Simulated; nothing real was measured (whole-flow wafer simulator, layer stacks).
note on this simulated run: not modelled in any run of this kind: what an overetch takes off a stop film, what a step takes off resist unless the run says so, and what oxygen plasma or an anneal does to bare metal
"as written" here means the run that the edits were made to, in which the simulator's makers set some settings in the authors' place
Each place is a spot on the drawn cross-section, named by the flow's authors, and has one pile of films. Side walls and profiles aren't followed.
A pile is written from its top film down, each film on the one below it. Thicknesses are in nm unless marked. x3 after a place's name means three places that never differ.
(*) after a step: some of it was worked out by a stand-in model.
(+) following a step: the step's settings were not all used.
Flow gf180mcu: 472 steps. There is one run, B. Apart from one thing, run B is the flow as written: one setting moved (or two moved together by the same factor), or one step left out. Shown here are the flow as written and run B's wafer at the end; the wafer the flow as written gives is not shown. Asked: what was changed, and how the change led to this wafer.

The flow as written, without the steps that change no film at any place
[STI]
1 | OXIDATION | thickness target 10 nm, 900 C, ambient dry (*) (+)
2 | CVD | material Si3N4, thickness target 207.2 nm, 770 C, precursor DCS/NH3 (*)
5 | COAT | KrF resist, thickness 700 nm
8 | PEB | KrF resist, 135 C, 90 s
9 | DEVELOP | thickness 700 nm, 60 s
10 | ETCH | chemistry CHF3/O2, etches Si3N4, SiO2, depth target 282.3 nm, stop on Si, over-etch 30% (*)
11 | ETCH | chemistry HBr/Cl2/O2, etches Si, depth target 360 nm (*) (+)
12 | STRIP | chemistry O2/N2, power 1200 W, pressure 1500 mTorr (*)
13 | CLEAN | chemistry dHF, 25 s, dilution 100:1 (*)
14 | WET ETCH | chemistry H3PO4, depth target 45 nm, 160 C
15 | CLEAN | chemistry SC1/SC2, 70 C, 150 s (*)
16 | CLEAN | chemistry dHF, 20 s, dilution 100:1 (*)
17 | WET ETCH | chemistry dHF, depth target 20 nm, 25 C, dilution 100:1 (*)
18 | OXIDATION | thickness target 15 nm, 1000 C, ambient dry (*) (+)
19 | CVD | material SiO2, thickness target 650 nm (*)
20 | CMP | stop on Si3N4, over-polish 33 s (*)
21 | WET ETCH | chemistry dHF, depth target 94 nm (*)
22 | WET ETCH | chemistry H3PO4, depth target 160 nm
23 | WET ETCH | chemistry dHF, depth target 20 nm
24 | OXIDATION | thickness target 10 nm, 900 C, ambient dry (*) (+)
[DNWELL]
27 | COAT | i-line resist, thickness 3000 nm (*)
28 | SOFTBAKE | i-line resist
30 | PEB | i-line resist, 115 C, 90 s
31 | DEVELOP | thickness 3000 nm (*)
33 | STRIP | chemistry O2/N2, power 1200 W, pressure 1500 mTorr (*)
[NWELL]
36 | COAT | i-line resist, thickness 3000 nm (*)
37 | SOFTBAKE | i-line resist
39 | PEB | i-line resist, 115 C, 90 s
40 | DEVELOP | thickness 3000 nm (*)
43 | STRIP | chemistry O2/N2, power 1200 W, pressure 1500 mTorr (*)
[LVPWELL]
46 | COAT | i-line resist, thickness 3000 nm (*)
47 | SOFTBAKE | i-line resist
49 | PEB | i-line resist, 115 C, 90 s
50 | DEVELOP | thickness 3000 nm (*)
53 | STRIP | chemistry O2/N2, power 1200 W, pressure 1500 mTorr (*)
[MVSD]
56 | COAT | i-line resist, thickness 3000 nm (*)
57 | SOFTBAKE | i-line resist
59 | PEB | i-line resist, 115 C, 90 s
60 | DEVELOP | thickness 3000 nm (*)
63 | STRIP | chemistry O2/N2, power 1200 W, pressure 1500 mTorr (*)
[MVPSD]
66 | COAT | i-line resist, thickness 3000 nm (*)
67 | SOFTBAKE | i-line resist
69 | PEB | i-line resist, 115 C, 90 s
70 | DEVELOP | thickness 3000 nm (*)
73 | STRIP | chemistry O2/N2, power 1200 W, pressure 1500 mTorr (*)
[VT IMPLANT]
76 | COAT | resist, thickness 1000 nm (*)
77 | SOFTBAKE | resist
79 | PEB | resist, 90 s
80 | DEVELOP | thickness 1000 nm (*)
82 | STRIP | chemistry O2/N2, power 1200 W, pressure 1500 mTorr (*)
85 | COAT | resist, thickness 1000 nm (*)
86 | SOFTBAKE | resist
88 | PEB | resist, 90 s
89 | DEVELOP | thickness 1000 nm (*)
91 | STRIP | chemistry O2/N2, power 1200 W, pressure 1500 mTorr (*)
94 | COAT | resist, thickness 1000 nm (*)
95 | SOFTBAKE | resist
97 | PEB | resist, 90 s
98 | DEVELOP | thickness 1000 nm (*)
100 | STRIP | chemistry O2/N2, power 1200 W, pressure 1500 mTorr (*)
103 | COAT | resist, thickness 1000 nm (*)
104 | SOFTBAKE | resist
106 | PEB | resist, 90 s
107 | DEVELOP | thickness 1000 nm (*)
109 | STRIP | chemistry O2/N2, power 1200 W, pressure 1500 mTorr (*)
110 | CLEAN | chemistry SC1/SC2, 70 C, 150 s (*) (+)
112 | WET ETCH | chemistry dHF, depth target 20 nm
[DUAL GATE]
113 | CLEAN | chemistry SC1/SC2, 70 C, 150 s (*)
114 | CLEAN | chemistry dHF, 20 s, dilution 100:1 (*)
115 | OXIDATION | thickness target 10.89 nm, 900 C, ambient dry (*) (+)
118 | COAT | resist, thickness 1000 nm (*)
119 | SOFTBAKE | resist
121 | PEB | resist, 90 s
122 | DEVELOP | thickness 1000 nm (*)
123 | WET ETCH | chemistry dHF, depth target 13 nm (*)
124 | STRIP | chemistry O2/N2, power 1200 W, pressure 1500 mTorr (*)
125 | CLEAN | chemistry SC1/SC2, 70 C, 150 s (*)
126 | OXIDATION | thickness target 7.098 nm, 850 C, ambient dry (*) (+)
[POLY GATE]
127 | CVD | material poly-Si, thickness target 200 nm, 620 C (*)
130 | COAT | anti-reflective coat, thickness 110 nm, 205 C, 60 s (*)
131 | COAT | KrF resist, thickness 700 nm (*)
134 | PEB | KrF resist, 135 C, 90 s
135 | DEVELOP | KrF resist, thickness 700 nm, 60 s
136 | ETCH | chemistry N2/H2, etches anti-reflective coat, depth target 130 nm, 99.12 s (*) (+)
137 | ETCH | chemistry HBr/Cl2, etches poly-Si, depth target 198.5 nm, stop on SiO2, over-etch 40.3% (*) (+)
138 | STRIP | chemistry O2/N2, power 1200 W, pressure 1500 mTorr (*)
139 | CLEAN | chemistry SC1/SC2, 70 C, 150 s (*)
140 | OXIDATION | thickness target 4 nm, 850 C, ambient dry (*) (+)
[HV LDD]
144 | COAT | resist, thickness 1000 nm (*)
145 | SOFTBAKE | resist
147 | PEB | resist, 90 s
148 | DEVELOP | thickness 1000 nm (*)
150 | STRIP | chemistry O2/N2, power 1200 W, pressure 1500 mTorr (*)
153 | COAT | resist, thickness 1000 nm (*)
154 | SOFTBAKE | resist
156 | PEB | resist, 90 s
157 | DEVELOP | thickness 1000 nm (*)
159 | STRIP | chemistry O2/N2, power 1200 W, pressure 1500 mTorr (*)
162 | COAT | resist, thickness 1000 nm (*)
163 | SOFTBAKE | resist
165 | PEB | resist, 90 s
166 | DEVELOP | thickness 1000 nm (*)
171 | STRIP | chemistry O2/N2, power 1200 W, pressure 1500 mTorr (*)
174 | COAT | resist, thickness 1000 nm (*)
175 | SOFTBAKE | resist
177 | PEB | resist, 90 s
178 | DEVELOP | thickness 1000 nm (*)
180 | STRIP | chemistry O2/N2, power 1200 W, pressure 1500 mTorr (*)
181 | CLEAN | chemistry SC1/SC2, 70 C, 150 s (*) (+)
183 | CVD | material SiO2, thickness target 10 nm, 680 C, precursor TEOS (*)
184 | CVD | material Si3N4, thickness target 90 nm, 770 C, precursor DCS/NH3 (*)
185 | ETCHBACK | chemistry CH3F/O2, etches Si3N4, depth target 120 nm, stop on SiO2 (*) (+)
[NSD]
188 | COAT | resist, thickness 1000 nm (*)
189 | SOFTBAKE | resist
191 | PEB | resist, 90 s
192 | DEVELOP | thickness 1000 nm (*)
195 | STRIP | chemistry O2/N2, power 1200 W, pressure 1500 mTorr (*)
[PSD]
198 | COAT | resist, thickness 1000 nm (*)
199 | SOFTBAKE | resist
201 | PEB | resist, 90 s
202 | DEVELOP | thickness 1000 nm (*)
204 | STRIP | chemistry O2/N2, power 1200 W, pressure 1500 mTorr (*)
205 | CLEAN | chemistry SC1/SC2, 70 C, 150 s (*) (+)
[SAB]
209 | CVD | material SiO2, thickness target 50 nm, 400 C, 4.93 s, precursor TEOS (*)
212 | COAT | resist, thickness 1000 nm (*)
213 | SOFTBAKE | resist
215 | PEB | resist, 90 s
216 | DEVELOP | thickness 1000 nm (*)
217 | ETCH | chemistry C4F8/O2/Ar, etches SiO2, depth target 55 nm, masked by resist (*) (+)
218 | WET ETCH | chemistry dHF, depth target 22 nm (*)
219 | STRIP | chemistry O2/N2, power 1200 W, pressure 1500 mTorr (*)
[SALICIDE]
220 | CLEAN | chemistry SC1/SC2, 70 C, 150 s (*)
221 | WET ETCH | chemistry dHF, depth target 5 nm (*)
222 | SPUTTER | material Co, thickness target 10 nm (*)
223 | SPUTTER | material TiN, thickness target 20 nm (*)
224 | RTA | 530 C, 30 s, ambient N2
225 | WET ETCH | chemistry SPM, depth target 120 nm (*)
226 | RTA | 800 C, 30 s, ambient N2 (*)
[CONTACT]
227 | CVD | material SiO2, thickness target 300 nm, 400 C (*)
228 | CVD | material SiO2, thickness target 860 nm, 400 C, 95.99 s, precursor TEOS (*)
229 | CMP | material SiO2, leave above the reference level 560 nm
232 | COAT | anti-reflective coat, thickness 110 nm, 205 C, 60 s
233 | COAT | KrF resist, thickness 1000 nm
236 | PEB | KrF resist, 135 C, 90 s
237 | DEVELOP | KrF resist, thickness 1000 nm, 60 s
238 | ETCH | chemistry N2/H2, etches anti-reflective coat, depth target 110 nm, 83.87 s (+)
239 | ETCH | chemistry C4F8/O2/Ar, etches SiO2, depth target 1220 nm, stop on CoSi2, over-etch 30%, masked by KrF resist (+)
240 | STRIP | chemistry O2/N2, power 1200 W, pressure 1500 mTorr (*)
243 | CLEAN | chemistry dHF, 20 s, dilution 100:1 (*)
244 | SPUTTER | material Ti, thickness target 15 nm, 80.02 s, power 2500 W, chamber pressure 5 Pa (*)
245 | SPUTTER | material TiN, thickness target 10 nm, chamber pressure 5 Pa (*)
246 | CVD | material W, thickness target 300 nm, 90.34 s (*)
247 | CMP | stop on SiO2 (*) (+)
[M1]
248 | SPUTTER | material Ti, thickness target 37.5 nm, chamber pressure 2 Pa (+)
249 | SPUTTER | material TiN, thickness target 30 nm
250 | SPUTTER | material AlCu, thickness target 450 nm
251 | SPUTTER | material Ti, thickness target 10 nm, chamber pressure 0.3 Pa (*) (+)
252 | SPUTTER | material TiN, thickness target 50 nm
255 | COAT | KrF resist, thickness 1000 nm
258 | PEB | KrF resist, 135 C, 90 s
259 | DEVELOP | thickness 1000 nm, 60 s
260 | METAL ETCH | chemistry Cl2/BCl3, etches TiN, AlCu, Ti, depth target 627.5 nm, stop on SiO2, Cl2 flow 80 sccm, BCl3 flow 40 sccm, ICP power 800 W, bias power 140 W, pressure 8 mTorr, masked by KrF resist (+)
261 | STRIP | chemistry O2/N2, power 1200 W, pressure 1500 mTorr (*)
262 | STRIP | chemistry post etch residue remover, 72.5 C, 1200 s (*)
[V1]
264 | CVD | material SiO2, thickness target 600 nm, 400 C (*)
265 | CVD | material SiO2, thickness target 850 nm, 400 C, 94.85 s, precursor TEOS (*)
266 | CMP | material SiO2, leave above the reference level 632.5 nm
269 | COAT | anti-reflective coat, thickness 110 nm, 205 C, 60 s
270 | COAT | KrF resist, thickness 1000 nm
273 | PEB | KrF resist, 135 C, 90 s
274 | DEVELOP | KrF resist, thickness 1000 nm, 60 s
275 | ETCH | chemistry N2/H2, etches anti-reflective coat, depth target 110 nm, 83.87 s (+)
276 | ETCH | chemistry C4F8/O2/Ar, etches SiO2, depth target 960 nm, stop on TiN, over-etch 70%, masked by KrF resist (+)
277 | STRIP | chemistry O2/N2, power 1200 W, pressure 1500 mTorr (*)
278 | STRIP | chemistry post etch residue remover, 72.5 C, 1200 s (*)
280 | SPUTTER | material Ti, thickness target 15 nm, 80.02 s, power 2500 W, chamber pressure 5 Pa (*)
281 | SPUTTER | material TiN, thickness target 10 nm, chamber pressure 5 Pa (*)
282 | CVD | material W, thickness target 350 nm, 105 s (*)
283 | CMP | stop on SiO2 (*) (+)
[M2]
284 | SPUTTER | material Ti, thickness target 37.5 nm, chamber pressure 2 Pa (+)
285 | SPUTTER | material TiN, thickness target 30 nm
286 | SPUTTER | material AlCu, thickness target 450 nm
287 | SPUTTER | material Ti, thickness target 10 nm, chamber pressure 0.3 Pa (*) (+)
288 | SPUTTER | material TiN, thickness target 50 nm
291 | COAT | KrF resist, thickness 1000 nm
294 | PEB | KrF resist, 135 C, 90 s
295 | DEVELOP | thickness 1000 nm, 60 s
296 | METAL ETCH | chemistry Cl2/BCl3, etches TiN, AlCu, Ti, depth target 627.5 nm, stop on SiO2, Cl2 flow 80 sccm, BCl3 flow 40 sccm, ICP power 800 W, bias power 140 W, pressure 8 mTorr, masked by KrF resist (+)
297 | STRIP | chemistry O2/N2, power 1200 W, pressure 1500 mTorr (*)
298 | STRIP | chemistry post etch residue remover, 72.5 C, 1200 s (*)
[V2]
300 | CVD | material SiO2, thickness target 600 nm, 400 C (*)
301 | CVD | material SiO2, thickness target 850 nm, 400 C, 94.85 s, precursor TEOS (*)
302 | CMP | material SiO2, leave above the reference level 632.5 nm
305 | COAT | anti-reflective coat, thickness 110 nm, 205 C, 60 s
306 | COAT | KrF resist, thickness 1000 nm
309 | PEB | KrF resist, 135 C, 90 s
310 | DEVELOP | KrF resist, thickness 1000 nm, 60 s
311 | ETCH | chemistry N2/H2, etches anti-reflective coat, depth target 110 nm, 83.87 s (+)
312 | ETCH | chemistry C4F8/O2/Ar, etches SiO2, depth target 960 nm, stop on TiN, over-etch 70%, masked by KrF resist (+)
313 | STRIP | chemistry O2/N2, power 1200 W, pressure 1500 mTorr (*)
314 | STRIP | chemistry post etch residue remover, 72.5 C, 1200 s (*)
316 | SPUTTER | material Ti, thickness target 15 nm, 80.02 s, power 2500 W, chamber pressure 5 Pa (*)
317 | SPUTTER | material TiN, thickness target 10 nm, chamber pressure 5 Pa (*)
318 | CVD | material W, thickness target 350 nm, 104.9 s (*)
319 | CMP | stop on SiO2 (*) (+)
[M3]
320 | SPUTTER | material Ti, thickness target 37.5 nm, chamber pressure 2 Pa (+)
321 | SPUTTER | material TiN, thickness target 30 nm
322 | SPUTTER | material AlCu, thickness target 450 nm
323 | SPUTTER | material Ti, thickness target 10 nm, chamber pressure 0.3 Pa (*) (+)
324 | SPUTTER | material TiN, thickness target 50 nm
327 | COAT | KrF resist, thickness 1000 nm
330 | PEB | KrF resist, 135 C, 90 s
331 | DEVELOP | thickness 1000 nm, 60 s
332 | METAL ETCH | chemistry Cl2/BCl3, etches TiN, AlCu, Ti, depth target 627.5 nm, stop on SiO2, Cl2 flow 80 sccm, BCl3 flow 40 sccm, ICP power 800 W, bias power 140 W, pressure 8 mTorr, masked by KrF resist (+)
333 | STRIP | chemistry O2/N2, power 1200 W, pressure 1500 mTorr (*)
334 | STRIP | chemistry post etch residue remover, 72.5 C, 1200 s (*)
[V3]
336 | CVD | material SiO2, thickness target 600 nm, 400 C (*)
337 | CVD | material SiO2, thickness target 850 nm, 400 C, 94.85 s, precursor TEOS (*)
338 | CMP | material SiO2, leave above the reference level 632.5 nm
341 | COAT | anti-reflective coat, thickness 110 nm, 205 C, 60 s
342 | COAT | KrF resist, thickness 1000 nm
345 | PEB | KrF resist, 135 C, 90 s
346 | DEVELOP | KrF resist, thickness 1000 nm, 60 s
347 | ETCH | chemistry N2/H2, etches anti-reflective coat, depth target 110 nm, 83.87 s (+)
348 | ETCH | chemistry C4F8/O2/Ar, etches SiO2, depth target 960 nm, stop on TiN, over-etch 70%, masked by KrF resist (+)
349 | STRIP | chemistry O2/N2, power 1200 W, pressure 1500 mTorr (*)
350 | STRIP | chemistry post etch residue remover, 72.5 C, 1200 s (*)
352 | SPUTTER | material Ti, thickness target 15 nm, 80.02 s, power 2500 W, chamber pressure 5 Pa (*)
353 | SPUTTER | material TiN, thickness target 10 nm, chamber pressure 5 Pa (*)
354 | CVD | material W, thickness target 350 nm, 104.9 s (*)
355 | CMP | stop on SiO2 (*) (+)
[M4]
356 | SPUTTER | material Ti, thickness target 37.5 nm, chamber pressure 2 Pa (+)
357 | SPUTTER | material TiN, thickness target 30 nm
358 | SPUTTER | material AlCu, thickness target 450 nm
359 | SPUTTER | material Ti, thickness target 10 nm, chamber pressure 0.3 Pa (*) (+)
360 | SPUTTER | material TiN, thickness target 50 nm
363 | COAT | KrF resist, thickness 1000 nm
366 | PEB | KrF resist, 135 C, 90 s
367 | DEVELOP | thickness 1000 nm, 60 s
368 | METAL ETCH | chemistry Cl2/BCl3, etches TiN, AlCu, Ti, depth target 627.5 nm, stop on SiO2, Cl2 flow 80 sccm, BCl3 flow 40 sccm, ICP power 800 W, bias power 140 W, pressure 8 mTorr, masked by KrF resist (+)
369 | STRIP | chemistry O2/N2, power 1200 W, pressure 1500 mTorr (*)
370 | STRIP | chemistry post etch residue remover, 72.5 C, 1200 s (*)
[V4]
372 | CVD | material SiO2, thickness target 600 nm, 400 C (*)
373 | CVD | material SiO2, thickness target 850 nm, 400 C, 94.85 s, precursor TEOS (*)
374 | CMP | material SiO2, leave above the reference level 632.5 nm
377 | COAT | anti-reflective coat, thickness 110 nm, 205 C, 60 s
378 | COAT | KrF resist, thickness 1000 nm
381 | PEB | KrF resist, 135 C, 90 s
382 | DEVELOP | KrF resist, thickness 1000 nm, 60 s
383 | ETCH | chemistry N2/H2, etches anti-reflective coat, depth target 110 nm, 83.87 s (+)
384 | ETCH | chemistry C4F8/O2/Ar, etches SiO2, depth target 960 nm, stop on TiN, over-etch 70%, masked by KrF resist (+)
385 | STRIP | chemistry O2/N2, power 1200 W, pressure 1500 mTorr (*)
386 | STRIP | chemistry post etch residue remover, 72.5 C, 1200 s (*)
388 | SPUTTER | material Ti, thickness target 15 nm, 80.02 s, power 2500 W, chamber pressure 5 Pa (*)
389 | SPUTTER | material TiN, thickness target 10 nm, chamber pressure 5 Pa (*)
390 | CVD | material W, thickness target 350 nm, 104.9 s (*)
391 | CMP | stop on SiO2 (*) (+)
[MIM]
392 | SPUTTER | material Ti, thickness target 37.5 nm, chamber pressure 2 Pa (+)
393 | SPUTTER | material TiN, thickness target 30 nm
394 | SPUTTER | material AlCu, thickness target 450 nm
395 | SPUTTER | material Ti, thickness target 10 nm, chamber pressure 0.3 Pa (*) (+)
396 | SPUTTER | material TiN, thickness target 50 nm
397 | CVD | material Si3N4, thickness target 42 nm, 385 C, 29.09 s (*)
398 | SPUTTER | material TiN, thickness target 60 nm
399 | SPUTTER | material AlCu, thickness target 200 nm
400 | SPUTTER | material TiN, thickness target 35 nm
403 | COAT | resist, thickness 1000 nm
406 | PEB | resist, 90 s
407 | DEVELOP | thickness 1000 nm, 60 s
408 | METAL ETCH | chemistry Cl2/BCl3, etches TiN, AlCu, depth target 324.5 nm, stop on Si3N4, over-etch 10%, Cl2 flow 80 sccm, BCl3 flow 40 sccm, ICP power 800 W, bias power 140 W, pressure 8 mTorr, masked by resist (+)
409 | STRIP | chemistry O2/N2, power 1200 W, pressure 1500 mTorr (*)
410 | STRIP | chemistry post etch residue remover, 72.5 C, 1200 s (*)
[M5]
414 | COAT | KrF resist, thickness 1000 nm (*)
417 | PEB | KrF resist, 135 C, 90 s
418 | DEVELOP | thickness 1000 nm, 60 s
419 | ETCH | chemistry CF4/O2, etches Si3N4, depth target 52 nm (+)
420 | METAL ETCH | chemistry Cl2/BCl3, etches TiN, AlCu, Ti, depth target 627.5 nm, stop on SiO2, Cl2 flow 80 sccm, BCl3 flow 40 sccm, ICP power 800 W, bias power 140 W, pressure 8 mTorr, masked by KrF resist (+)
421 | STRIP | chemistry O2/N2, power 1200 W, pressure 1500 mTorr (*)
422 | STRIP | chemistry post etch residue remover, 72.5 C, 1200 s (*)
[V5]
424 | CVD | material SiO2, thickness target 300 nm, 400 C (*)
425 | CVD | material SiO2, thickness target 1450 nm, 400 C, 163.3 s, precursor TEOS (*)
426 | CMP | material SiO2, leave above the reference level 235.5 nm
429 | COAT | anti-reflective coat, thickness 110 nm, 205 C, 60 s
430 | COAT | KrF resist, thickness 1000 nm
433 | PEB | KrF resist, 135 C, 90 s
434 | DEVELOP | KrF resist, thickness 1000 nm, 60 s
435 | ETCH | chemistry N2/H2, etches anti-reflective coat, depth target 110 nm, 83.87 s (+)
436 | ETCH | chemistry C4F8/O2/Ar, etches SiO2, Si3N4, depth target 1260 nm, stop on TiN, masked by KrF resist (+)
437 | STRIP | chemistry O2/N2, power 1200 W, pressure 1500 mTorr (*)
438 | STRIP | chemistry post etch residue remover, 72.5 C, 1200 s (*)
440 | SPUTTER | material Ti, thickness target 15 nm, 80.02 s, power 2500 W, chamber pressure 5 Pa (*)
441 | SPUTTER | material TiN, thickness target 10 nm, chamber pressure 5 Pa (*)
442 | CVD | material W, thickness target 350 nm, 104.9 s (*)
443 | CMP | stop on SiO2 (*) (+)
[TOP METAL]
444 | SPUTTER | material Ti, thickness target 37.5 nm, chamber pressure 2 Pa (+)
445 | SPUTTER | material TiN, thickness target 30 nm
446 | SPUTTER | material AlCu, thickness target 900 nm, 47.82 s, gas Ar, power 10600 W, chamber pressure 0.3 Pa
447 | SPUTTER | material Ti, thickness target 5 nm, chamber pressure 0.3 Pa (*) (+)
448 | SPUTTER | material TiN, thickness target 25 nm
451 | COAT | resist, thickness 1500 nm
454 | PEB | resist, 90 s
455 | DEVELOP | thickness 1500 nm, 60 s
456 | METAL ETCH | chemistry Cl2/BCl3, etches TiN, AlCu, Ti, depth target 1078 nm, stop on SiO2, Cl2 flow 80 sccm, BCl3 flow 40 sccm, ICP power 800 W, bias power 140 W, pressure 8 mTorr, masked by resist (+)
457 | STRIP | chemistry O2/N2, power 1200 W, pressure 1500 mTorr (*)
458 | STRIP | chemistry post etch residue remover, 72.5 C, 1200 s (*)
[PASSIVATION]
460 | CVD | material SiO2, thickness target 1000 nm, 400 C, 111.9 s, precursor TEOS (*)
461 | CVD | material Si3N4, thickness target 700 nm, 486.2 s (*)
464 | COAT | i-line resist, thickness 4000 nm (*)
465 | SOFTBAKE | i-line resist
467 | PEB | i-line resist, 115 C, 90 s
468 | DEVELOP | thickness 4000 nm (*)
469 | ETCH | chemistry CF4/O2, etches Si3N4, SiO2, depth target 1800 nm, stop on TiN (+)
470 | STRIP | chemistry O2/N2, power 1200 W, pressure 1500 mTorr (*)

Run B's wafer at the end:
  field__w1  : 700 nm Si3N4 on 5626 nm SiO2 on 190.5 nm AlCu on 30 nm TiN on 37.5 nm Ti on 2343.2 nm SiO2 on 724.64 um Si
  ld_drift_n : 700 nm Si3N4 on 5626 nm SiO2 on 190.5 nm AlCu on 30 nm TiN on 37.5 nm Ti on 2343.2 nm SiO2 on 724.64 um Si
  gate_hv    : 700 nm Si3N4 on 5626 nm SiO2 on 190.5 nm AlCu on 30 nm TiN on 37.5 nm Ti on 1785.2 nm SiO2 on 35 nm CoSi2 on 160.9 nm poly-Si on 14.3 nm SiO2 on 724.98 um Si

The reason: step 296, METAL ETCH: depth target 313.8 nm was run, though the flow has depth target 627.5 nm.

Step by step, how the change led to this:
  296 | METAL ETCH | chemistry Cl2/BCl3, etches TiN, AlCu, Ti, depth target 627.5 nm, stop on SiO2, Cl2 flow 80 sccm, BCl3 flow 40 sccm, ICP power 800 W, bias power 140 W, pressure 8 mTorr, masked by KrF resist (+)
      field, field__w1, field__w2 and 103 more: TiN loses 50 (all of it), Ti loses 10 (all of it), AlCu loses 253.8 (it would be, as written: TiN loses 50 (all of it), Ti loses 10 (all of it), AlCu loses 450 (all of it), TiN loses 30 (all of it), Ti loses 37.5 (all of it))
      field__w8, contact, m1, m1__w1, m1_nw: KrF resist loses 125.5 (it would be, as written: KrF resist loses 251)
  297 | STRIP | chemistry O2/N2, power 1200 W, pressure 1500 mTorr (*)
      field__w8, contact, m1, m1__w1, m1_nw: KrF resist loses 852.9 (all of it) (it would be, as written: KrF resist loses 727.4 (all of it))
  298 | STRIP | chemistry post etch residue remover, 72.5 C, 1200 s (*)
      field, field__w1, field__w2 and 103 more: AlCu loses 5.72 (it would be, as written: nothing)
  300 | CVD | material SiO2, thickness target 600 nm, 400 C (*)
      field, field__w1, field__w2 and 103 more: SiO2 gains 600 (new film) (it would be, as written: SiO2 gains 600)
  302 | CMP | material SiO2, leave above the reference level 632.5 nm
      field, field__w1, field__w2 and 103 more: SiO2 loses 558 (it would be, as written: SiO2 loses 300)
Taking metal films that touch as one body, field__w1 has 1 body; the flow as written gives 0 bodies.
Taking metal films that touch as one body, ld_drift_n has 1 body; the flow as written gives 0 bodies.
Taking metal films that touch as one body, gate_hv has 2 bodies (between them, from the top down: SiO2 1785.2); the flow as written gives 1 body.
